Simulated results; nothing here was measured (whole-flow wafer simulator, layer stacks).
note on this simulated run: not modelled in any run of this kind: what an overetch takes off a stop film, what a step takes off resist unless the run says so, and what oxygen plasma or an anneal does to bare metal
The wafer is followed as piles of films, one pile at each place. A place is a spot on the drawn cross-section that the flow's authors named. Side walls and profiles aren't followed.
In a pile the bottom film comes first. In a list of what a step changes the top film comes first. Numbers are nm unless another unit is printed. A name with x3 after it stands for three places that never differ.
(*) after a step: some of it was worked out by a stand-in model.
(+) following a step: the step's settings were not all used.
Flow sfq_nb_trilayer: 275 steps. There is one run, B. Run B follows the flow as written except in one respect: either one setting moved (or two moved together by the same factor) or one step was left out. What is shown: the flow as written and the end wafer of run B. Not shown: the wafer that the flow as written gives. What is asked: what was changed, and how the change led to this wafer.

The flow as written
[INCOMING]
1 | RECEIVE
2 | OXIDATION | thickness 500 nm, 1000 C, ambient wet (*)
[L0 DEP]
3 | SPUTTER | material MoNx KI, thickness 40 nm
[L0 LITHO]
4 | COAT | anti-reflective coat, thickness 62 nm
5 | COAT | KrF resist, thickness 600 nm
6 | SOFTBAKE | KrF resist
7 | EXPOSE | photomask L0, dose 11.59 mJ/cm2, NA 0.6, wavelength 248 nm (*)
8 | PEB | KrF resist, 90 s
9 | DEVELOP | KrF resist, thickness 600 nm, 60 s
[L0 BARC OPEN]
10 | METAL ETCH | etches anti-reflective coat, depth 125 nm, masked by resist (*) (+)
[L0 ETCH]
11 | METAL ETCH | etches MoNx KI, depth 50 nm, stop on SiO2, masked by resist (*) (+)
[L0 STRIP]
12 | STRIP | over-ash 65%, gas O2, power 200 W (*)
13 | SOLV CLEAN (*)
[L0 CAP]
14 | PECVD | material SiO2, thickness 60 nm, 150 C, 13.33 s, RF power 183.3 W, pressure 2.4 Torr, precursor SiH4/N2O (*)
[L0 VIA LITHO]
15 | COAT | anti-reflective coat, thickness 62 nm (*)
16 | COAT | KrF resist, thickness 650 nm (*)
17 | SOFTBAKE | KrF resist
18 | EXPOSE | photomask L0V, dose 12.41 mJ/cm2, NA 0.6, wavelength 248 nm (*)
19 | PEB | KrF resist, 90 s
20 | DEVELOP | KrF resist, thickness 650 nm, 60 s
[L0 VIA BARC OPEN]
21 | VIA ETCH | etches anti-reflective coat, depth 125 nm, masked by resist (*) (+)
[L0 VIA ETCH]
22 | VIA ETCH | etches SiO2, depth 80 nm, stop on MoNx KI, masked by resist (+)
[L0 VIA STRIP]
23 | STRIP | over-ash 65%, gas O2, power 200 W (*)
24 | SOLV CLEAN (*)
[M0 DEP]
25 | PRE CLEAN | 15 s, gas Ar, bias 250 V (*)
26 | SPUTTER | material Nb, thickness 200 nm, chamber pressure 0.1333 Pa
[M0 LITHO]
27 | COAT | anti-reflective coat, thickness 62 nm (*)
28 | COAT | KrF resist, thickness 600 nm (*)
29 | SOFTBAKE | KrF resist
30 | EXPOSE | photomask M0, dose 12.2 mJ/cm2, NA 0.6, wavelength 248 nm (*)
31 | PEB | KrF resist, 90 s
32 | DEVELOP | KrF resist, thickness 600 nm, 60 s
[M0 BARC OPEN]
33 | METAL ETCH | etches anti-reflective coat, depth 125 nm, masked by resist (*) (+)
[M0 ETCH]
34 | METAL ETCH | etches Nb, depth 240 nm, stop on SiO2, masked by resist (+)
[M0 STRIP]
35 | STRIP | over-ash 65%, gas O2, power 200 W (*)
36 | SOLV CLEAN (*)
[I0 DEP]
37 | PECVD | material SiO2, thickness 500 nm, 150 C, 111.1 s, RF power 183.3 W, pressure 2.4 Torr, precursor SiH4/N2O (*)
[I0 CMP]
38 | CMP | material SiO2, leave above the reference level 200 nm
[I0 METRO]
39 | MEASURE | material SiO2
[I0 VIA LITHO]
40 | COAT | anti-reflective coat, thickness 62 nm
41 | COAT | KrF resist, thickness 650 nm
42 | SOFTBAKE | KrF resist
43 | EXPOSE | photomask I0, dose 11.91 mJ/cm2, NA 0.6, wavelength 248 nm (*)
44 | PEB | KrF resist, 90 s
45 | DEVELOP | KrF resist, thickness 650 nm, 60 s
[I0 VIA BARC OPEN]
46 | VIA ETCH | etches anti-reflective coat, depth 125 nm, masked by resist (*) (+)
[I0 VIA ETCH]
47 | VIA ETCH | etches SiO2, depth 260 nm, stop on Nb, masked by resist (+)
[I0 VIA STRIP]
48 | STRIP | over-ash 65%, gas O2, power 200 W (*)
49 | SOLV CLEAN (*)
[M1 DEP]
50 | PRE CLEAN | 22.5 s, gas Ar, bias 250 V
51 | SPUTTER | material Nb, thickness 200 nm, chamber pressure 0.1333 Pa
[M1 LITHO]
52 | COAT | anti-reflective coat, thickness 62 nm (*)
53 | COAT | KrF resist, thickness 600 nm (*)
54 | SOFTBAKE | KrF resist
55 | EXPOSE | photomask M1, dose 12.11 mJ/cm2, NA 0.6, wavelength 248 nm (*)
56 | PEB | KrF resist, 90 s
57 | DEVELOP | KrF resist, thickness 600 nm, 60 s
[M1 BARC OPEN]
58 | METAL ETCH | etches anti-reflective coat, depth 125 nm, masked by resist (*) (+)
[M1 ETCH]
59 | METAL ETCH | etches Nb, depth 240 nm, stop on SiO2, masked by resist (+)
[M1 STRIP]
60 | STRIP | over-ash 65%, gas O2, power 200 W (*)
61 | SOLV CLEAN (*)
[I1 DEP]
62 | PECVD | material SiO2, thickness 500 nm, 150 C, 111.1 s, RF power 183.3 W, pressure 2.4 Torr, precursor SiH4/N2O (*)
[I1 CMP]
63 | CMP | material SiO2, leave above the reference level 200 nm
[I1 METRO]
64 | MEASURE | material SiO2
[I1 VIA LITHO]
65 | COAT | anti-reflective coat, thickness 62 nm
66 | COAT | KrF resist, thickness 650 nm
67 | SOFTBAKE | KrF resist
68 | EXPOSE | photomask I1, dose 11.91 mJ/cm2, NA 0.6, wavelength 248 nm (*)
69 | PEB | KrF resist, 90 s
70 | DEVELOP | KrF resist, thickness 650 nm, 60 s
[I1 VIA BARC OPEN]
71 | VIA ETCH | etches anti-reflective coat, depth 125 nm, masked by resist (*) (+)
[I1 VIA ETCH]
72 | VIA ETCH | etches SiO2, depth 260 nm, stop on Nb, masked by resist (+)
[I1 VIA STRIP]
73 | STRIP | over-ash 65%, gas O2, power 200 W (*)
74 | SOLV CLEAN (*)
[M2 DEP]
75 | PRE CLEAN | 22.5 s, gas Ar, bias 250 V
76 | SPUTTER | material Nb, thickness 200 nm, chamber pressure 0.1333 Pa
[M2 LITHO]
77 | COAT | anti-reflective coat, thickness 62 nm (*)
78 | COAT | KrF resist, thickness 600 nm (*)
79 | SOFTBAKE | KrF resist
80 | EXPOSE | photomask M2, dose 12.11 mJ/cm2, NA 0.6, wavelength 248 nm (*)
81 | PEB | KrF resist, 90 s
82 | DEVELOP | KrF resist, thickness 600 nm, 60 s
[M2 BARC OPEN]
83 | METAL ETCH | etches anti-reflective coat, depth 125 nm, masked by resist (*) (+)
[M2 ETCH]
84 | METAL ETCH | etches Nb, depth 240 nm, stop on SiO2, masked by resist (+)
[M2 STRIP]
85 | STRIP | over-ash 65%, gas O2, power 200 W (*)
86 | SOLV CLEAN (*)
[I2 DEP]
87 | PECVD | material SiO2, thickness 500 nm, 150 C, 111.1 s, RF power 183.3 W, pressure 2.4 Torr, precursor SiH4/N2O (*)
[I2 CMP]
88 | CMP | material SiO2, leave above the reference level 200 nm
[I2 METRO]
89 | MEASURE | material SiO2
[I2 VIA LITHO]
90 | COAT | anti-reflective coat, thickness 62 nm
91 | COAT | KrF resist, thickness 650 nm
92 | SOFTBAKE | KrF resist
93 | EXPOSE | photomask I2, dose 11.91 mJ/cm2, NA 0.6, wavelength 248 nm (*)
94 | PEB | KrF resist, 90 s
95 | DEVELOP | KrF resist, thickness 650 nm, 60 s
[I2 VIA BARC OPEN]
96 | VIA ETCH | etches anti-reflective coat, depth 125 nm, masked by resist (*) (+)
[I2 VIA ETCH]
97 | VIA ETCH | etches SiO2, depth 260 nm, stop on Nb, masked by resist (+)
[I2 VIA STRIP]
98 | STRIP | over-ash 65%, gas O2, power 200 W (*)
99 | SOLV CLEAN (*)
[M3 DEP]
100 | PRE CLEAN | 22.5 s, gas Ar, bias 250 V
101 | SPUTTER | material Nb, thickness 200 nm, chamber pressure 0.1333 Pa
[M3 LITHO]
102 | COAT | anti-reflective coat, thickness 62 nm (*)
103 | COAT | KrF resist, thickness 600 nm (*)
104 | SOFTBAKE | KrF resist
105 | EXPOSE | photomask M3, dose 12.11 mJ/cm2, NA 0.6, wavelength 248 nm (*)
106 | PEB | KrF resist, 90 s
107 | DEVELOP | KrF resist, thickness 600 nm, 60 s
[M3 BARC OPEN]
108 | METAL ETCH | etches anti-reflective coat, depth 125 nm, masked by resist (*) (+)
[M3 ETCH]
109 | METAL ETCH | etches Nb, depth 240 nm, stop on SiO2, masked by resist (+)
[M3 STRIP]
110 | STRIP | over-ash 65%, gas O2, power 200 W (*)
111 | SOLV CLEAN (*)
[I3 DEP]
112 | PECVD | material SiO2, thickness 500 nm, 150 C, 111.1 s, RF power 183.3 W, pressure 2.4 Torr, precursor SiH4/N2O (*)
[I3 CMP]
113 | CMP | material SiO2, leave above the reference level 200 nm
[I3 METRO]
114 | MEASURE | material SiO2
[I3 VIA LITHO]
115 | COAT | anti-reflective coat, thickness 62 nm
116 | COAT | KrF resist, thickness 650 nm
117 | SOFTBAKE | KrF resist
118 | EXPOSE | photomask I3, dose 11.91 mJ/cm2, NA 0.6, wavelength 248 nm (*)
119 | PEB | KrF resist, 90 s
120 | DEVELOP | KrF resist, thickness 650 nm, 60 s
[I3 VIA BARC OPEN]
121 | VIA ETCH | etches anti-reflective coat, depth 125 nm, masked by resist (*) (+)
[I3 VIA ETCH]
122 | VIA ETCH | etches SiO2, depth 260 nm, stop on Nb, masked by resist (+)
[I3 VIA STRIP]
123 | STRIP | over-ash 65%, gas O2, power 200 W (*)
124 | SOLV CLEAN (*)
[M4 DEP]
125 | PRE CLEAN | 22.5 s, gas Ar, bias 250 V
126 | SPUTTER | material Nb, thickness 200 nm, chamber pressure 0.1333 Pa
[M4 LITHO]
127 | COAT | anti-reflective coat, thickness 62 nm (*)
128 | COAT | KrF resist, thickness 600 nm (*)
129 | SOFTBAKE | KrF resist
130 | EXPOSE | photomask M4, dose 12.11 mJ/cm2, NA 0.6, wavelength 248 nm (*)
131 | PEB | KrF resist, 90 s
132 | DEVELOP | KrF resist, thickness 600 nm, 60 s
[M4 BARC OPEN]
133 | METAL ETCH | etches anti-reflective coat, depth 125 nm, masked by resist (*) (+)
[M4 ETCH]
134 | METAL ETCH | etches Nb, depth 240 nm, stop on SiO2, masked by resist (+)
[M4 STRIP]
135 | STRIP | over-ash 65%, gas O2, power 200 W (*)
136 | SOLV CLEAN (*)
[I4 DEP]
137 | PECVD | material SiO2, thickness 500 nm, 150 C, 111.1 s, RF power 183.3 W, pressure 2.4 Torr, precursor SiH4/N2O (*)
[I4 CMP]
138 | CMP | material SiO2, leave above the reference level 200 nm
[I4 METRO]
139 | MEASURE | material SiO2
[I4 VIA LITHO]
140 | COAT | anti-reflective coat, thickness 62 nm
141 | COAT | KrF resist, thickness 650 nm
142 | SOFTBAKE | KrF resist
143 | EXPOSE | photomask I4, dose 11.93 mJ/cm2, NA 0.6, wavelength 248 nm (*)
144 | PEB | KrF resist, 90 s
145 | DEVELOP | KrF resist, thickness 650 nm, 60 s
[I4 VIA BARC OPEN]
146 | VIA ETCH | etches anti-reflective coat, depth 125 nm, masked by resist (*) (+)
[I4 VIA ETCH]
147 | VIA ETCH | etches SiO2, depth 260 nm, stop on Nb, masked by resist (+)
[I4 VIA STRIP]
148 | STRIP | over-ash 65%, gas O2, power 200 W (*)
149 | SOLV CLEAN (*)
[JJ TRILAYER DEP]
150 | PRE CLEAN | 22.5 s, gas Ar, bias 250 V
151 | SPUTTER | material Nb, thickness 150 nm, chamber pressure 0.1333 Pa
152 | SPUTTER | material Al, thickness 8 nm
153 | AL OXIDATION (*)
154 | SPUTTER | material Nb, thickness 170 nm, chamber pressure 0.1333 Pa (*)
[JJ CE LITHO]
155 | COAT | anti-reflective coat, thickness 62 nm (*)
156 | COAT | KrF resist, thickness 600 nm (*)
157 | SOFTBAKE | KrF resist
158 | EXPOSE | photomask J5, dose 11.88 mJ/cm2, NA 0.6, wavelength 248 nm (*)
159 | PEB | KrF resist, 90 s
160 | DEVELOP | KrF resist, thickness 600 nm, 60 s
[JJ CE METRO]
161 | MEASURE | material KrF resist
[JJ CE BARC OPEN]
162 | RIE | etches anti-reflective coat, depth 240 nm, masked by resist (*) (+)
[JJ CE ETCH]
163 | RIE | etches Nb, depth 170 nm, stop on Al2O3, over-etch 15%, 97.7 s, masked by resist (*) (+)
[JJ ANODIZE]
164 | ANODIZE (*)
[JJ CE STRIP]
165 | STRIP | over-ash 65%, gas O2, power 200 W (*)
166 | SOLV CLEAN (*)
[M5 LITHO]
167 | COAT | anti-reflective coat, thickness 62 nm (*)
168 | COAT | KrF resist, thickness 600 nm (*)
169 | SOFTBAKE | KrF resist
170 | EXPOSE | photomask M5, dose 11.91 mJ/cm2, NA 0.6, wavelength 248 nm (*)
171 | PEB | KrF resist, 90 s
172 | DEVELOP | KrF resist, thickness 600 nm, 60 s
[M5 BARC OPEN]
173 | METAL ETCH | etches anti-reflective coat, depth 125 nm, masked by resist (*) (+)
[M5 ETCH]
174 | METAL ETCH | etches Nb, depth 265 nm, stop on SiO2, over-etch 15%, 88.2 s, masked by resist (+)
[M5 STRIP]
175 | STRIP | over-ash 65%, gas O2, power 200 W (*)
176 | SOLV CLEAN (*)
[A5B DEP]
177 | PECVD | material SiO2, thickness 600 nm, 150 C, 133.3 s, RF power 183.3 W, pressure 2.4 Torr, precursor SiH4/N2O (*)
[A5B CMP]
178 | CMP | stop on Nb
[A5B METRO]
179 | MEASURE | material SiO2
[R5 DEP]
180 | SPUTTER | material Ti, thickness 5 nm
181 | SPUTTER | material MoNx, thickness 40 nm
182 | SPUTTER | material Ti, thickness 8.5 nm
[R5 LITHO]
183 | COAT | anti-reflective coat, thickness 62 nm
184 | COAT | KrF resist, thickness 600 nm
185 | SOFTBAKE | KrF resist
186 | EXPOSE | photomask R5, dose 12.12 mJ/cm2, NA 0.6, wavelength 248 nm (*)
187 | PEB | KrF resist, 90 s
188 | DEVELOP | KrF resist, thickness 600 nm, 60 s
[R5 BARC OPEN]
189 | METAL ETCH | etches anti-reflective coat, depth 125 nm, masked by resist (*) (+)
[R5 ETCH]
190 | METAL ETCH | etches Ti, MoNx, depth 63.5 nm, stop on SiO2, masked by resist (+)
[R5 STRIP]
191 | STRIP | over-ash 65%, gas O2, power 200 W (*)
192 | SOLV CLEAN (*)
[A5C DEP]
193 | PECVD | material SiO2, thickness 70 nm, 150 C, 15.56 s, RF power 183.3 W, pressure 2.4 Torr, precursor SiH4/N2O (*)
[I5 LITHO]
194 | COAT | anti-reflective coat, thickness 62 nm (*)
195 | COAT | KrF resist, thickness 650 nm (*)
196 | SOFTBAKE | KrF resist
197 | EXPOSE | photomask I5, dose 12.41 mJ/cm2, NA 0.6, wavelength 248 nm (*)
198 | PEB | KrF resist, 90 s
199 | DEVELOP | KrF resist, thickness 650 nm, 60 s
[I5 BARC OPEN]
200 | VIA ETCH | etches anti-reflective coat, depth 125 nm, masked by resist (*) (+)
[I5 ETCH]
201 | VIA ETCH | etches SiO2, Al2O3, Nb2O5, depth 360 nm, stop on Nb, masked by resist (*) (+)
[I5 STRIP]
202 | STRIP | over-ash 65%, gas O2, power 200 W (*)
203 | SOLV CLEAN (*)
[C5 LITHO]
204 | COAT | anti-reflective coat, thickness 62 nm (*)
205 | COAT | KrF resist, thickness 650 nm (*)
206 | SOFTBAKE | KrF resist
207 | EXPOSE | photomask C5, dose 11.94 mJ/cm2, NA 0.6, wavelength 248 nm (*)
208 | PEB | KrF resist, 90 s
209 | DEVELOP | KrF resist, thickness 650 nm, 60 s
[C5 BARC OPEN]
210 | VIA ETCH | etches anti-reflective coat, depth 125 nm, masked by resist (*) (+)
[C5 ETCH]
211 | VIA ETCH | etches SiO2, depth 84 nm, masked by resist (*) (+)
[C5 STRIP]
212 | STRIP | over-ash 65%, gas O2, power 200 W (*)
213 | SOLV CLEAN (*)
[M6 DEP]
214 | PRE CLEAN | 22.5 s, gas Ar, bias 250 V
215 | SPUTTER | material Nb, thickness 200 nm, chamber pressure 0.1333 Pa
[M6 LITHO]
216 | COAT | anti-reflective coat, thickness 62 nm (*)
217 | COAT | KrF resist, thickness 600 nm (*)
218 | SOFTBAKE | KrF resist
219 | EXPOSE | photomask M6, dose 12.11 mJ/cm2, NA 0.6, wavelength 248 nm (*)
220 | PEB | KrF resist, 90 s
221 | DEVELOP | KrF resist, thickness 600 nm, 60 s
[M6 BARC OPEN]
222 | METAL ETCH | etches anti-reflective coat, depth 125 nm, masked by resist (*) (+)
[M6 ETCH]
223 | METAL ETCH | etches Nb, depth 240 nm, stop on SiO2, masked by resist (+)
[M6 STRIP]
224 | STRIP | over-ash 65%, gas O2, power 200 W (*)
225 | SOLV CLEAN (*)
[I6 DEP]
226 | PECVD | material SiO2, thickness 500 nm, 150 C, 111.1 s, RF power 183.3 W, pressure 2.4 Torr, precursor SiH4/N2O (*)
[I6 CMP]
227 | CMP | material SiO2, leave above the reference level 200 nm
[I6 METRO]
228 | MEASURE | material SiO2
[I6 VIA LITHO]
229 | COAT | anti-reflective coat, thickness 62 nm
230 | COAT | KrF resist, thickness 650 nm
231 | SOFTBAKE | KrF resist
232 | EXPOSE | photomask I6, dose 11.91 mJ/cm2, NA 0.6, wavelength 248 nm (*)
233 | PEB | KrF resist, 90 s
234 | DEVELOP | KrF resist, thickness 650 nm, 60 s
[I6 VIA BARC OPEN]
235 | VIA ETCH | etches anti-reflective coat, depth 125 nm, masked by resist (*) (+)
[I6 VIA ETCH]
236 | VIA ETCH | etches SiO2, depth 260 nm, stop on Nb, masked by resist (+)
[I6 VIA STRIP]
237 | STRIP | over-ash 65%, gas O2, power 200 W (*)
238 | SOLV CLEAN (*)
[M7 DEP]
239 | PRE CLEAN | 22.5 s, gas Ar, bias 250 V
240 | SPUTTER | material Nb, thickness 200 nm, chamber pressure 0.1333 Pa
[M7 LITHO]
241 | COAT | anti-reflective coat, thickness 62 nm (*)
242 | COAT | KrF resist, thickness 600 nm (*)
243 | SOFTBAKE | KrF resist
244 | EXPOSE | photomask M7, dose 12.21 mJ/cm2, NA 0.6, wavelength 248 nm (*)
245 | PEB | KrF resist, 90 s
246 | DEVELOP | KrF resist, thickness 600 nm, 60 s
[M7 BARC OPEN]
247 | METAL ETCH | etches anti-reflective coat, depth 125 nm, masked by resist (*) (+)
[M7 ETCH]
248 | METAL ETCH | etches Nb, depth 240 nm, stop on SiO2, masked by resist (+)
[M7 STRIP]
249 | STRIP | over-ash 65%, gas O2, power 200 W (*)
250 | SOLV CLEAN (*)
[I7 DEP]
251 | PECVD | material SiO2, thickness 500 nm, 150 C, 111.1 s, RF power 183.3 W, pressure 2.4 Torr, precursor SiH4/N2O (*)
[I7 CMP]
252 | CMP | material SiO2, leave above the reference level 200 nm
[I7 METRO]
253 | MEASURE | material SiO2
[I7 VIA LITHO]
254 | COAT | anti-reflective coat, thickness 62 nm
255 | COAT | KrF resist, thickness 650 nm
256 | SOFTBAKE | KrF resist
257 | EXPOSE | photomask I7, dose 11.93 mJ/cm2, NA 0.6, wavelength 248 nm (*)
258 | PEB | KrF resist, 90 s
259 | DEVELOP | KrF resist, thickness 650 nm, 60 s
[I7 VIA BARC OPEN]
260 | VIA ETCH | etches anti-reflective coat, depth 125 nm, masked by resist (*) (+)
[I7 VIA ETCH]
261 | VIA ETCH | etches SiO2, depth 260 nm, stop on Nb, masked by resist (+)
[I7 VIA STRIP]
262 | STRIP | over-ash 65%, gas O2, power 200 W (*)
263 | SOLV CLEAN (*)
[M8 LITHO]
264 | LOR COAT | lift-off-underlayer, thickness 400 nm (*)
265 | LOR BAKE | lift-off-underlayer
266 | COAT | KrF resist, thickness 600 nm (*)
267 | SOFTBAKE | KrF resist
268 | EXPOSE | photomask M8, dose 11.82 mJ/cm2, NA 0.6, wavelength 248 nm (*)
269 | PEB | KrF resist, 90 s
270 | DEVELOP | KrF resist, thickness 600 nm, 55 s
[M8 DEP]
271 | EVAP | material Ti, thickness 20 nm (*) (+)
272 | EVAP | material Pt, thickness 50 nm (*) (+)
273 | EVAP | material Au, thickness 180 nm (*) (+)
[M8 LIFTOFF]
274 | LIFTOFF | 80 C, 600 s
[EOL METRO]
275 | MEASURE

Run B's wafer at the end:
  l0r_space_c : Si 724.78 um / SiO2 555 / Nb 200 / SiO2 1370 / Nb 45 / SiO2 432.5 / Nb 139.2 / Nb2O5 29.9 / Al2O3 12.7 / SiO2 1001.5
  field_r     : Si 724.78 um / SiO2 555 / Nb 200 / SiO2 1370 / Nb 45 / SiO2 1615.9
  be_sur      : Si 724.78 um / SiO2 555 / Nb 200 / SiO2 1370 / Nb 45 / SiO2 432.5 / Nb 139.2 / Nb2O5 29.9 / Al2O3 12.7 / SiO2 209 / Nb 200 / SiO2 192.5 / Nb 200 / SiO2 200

Cause: step 126, SPUTTER: thickness 285 nm was run, whereas the flow has thickness 200 nm.

Step by step, how the change led to this:
  126 | SPUTTER | material Nb, thickness 200 nm, chamber pressure 0.1333 Pa
      field_l, v_sur, via_wl and 102 more: +285 Nb (new film) (in the flow as written it would be: +200 Nb (new film))
      via_v: +237.1 Nb (in the flow as written it would be: +165.5 Nb)
  134 | METAL ETCH | etches Nb, depth 240 nm, stop on SiO2, masked by resist (+)
      field_l, be, be_sur and 64 more: -240 Nb (in the flow as written it would be: -200 Nb (all of it))
  137 | PECVD | material SiO2, thickness 500 nm, 150 C, 111.1 s, RF power 183.3 W, pressure 2.4 Torr, precursor SiH4/N2O (*)
      field_l, be, be_sur and 55 more: +500 SiO2 (new film) (in the flow as written it would be: +500 SiO2)
      p3_s0 x6: +597.1 SiO2 (new film) (in the flow as written it would be: +557.1 SiO2)
      (and at 3 other places as well)
  138 | CMP | material SiO2, leave above the reference level 200 nm
      field_l, be, be_sur and 55 more: -60 SiO2 (in the flow as written it would be: -100 SiO2)
      lsp_r, l0_sur, l0v: -50.3 SiO2 (in the flow as written it would be: -91.9 SiO2)
      (and at 1 other place as well)
With metal films that touch counted as one body, l0r_space_c has 3 bodies (between them, from the top down: SiO2 432.5; SiO2 1370); the flow as written gives 2 bodies (between them, from the top down: SiO2 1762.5).
With metal films that touch counted as one body, field_r has 2 bodies (between them, from the top down: SiO2 1370); the flow as written gives 1 body.
With metal films that touch counted as one body, be_sur has 5 bodies (between them, from the top down: SiO2 192.5; SiO2 209 / Al2O3 12.7 / Nb2O5 29.9; SiO2 432.5; SiO2 1370); the flow as written gives 4 bodies (between them, from the top down: SiO2 192.5; SiO2 209 / Al2O3 12.7 / Nb2O5 29.9; SiO2 1762.5).
